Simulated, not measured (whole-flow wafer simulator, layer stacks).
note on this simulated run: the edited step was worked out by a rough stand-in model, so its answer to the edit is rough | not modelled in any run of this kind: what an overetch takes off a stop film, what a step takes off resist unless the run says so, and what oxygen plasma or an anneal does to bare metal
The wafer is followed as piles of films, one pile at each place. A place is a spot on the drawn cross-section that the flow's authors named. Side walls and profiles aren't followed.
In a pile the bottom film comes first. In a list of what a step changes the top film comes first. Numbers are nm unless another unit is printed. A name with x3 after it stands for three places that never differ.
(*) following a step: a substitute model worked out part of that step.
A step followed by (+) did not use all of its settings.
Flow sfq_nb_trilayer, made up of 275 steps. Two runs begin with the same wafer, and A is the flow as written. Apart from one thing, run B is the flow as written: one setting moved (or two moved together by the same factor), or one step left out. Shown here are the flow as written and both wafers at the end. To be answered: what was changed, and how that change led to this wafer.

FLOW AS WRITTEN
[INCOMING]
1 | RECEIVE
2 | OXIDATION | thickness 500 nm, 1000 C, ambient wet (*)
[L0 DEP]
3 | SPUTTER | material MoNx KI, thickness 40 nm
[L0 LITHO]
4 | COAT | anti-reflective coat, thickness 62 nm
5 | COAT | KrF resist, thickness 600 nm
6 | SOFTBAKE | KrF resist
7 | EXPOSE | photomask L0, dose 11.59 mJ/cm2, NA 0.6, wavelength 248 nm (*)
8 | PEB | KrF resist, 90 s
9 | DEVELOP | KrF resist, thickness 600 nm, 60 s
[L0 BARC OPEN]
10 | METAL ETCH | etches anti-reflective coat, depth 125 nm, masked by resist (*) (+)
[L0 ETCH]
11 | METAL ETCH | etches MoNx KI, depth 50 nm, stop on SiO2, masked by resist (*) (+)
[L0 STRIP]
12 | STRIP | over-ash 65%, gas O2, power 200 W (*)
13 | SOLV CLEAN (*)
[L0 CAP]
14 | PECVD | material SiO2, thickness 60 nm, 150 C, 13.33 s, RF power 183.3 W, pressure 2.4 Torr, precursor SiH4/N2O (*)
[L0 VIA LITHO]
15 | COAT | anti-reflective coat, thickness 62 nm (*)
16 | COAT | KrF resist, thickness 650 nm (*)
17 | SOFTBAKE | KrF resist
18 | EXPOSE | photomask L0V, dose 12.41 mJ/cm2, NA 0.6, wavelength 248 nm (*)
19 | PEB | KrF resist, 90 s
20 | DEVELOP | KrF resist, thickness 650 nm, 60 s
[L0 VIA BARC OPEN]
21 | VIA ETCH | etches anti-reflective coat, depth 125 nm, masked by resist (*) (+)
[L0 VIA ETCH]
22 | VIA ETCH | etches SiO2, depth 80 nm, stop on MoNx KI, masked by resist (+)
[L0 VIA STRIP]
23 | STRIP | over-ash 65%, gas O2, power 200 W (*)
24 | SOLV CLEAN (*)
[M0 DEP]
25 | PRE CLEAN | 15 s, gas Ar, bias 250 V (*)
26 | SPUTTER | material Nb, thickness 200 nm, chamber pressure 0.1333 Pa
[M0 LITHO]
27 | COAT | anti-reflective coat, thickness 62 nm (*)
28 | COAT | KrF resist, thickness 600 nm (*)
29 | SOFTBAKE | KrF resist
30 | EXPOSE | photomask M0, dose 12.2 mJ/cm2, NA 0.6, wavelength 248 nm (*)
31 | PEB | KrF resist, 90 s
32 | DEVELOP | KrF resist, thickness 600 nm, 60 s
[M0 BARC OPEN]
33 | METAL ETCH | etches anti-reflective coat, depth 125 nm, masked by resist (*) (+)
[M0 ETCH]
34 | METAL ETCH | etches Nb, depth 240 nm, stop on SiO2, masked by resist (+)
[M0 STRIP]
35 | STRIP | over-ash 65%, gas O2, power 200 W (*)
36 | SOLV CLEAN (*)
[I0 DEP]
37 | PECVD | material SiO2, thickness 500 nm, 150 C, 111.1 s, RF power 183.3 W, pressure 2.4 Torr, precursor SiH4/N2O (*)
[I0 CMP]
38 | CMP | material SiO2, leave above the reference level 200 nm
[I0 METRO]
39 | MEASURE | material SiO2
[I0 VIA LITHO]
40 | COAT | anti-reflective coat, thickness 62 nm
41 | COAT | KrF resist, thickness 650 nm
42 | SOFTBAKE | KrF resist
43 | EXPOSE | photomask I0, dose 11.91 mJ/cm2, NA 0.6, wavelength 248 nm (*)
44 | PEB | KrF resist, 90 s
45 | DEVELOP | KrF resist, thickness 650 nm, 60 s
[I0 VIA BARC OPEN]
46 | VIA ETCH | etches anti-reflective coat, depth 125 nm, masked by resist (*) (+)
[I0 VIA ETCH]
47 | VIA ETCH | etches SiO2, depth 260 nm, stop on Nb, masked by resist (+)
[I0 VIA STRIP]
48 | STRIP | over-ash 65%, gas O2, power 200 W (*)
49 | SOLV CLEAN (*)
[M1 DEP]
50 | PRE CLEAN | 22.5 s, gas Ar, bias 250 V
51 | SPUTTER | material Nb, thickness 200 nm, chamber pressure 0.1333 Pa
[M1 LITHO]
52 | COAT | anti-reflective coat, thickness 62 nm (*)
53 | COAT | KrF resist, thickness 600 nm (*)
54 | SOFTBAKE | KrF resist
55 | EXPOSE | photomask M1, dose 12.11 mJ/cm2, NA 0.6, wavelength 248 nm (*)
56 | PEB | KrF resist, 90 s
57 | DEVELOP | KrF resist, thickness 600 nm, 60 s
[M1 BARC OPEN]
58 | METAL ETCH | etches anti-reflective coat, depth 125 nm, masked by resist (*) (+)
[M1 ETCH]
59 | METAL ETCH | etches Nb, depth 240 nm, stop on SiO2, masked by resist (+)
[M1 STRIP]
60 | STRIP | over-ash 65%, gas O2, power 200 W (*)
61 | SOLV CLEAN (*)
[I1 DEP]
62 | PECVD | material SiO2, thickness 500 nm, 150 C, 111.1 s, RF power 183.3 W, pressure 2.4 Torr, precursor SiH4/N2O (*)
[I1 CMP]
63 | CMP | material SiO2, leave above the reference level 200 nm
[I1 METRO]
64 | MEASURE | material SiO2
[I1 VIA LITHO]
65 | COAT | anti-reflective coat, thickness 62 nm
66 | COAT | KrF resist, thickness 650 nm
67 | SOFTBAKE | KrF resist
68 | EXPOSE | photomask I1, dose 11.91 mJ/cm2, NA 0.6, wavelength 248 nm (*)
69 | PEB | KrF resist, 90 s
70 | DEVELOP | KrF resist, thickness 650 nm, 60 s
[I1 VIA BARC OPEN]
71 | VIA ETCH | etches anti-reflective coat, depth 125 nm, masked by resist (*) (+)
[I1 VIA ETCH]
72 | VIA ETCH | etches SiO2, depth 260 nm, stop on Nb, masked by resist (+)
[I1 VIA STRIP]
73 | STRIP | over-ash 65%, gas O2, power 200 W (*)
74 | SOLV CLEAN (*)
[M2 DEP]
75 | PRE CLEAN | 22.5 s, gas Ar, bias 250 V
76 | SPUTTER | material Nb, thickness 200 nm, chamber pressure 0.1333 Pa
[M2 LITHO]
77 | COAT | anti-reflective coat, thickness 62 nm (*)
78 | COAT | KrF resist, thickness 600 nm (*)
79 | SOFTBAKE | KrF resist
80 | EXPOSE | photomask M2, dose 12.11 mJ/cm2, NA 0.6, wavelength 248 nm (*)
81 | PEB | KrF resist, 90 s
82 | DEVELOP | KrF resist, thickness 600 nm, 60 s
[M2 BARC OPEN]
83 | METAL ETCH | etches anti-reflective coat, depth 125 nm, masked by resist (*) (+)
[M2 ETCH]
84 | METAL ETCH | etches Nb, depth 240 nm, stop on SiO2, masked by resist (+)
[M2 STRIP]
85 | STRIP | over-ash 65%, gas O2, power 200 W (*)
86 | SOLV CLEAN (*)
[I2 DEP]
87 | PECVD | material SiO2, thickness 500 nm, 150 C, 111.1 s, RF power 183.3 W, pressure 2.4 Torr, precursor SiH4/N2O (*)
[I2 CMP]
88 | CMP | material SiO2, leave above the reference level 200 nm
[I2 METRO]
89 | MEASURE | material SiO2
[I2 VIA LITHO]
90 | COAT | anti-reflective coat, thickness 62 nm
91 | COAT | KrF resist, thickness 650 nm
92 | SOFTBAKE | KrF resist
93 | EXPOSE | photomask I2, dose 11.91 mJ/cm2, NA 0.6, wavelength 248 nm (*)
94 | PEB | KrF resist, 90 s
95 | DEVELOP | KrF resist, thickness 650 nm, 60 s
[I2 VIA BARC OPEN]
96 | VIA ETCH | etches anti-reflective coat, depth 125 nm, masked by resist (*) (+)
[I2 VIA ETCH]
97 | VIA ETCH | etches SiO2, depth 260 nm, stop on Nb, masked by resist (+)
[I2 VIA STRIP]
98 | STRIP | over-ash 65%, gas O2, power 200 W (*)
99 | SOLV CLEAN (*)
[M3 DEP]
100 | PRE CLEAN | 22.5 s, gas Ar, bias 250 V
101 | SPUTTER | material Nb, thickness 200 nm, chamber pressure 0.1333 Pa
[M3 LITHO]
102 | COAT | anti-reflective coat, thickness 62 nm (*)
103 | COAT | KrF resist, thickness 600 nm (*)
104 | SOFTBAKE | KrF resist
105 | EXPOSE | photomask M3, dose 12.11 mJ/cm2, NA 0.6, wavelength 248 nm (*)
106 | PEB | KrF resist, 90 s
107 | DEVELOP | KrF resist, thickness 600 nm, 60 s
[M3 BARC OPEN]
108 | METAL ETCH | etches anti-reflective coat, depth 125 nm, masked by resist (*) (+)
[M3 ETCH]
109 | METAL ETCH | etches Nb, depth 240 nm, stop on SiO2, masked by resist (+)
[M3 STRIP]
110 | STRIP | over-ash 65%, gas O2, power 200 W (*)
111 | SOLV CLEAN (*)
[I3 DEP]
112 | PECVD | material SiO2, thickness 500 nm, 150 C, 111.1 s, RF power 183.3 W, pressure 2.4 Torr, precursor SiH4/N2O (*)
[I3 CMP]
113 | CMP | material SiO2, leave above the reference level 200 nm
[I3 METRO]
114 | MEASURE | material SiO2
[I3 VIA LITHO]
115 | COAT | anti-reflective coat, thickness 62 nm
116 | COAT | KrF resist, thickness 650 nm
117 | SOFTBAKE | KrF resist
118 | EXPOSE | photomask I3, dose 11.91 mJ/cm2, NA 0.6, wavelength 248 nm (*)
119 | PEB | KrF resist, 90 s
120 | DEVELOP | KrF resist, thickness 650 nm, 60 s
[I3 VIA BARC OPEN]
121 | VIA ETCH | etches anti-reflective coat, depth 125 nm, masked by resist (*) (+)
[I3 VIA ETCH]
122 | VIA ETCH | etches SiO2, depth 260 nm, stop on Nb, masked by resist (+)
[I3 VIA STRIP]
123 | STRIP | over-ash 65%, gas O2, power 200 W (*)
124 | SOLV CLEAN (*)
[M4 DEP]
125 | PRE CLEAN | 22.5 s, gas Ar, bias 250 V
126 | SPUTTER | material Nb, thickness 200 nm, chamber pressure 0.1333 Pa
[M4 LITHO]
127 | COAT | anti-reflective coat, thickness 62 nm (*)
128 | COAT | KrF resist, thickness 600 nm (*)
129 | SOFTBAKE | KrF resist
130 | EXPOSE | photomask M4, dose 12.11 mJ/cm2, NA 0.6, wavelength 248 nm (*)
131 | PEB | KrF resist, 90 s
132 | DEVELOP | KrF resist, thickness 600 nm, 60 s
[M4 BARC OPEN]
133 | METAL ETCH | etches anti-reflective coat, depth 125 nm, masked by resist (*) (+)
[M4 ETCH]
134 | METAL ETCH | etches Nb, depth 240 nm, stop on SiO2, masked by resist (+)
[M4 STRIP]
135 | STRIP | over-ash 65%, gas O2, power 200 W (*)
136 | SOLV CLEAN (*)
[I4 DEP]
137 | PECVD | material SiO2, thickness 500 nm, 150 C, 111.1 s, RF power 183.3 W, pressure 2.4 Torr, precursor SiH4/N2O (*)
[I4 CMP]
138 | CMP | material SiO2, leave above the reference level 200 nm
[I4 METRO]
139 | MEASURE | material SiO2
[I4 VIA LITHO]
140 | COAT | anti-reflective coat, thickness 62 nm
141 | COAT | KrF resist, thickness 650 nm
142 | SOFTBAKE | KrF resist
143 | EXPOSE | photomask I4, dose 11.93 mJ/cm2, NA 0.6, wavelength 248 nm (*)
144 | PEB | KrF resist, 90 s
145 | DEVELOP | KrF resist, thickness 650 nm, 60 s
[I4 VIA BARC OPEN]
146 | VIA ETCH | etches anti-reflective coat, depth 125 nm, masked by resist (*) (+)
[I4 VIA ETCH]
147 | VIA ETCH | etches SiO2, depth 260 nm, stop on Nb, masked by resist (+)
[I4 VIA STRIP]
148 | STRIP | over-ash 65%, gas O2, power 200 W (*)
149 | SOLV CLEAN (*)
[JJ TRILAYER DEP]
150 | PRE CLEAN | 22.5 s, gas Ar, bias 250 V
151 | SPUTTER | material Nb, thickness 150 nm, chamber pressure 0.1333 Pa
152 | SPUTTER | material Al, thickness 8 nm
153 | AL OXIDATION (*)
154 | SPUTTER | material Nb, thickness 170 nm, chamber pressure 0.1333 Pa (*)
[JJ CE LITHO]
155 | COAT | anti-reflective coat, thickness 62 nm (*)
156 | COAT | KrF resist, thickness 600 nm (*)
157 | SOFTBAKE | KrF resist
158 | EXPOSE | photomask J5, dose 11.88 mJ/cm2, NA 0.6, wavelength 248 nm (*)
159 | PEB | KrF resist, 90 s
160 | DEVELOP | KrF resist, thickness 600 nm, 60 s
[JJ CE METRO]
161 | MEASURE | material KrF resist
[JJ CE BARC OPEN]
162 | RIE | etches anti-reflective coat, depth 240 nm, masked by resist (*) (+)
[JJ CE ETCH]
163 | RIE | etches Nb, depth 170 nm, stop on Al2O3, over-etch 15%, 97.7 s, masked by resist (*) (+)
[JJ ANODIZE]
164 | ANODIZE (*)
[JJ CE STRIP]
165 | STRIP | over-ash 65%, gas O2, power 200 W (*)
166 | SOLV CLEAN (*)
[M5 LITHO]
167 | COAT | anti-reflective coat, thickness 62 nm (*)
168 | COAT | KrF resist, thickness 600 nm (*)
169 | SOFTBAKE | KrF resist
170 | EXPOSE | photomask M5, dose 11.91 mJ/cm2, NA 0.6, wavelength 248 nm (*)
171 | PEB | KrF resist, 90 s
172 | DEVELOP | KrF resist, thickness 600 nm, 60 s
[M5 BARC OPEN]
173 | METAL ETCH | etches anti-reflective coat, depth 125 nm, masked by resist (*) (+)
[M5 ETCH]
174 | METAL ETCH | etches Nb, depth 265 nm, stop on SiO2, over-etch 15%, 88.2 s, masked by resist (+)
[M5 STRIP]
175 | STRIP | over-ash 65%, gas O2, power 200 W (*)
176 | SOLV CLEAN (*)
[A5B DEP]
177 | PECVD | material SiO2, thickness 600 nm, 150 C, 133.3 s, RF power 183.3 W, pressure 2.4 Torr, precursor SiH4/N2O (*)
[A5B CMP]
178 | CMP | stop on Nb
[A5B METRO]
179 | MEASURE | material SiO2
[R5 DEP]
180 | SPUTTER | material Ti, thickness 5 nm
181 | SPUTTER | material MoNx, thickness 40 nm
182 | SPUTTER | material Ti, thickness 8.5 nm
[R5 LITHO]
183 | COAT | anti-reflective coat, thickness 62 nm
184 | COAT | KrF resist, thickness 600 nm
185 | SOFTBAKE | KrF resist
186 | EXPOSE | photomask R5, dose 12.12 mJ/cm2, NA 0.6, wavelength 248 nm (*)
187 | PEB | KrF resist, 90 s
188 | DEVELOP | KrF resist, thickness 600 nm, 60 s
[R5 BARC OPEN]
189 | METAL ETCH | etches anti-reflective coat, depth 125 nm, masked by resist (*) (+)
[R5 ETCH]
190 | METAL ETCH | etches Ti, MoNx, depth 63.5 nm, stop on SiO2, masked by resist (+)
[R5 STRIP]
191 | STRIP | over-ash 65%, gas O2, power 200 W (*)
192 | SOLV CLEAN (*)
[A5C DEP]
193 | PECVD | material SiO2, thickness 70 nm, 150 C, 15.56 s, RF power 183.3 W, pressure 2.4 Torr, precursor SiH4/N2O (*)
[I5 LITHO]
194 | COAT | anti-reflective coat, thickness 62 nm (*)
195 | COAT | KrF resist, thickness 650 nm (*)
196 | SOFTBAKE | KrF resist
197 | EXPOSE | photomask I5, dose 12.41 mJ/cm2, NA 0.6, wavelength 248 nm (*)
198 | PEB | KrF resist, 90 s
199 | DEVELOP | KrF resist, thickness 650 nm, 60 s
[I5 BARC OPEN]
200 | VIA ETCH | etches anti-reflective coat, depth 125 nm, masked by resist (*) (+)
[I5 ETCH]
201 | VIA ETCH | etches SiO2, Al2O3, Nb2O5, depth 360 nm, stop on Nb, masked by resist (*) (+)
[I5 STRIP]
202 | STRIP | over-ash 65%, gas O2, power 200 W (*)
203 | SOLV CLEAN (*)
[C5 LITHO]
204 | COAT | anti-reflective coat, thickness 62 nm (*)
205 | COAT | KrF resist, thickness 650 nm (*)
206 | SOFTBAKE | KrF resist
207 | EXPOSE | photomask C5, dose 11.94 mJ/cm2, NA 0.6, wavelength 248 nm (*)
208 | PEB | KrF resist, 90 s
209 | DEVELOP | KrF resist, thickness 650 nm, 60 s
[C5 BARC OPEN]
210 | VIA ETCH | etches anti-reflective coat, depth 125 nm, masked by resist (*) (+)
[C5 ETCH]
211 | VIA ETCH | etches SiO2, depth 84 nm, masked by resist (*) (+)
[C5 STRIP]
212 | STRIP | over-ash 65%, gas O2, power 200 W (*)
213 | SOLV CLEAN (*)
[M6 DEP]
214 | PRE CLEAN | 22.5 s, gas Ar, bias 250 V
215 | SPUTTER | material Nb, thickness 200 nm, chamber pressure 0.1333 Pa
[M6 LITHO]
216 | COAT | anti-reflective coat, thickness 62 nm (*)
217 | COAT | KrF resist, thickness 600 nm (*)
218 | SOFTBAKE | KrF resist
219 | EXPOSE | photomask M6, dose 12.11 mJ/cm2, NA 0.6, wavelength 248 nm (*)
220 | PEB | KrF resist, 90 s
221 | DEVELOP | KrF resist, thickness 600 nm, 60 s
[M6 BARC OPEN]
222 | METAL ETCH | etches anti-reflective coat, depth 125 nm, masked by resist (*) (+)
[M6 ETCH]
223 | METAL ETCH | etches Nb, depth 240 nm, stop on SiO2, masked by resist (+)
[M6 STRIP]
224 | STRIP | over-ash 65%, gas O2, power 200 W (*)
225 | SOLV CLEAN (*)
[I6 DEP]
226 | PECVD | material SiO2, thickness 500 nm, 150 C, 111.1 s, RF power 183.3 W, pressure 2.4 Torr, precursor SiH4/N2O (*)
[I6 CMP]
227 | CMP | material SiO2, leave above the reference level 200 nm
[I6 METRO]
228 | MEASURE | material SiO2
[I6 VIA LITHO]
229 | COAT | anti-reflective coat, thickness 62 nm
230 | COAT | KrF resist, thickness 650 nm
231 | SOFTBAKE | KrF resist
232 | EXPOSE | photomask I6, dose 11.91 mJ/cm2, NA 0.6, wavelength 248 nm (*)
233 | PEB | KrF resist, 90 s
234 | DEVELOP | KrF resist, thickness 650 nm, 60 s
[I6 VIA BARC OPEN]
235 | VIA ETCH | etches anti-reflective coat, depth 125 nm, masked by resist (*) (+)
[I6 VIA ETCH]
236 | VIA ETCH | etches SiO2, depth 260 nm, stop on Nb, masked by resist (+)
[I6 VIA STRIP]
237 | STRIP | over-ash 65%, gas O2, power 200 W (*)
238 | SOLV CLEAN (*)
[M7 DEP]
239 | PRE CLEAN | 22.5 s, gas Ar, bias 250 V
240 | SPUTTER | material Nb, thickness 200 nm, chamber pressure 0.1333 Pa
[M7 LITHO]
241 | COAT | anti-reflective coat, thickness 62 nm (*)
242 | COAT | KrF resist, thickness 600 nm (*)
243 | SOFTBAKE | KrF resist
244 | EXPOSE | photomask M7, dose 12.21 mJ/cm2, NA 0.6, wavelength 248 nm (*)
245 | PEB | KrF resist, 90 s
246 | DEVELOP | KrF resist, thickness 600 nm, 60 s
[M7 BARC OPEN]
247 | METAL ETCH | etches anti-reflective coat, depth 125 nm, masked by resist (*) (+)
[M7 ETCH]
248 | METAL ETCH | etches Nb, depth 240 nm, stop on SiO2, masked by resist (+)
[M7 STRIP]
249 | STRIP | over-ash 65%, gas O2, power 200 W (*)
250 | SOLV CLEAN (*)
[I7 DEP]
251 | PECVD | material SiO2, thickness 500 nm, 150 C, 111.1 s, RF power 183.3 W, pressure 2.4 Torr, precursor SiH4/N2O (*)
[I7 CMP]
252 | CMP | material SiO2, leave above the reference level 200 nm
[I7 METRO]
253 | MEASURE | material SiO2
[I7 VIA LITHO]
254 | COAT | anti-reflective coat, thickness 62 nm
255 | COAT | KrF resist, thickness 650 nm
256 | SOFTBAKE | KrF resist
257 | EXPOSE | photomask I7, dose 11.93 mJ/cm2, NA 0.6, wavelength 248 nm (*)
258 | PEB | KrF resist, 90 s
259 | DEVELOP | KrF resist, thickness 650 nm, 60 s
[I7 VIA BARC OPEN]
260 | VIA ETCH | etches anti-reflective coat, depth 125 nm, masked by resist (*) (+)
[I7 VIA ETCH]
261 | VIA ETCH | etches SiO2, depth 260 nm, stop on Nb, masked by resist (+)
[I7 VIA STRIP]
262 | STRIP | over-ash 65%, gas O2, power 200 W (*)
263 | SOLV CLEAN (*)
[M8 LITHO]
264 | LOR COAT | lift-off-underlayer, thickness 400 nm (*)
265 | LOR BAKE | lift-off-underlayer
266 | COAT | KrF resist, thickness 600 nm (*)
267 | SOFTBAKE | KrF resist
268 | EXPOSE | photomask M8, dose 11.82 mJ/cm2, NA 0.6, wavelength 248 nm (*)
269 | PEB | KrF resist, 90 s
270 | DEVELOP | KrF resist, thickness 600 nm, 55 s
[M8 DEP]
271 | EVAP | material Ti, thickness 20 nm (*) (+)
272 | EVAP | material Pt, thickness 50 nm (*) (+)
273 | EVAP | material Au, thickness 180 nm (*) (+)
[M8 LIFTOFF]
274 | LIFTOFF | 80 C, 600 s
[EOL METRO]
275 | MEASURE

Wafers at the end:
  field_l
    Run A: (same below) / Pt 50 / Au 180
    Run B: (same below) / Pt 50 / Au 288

Cause: step 273, EVAP: thickness 288 nm was run, whereas the flow has thickness 180 nm.
The wafer itself shows it: field_l has Au 288, and step 273 as written asks for 180 nm.

The path from the change to this, step by step:
  273 | EVAP | material Au, thickness 180 nm (*) (+)
      field_l, v_sur, via_wl and 103 more: A Au gains 180 (new film) | B Au gains 288 (new film)
  274 | LIFTOFF | 80 C, 600 s
      p4_fl x3, p4_w1 x9, p4_g1 x2 and 60 more: A Au loses 180 (all of it), Pt loses 50 (all of it), Ti loses 20 (all of it), KrF resist loses 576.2 (all of it), lift-off-underlayer loses 400 (all of it) | B Au loses 288 (all of it), Pt loses 50 (all of it), Ti loses 20 (all of it), KrF resist loses 576.2 (all of it), lift-off-underlayer loses 400 (all of it)
      c5j, ce_r: A Au loses 180 (all of it), Pt loses 50 (all of it), Ti loses 20 (all of it), KrF resist loses 573.3 (all of it), lift-off-underlayer loses 399.3 (all of it) | B Au loses 288 (all of it), Pt loses 50 (all of it), Ti loses 20 (all of it), KrF resist loses 573.3 (all of it), lift-off-underlayer loses 399.3 (all of it)
      (and at 19 other places as well)
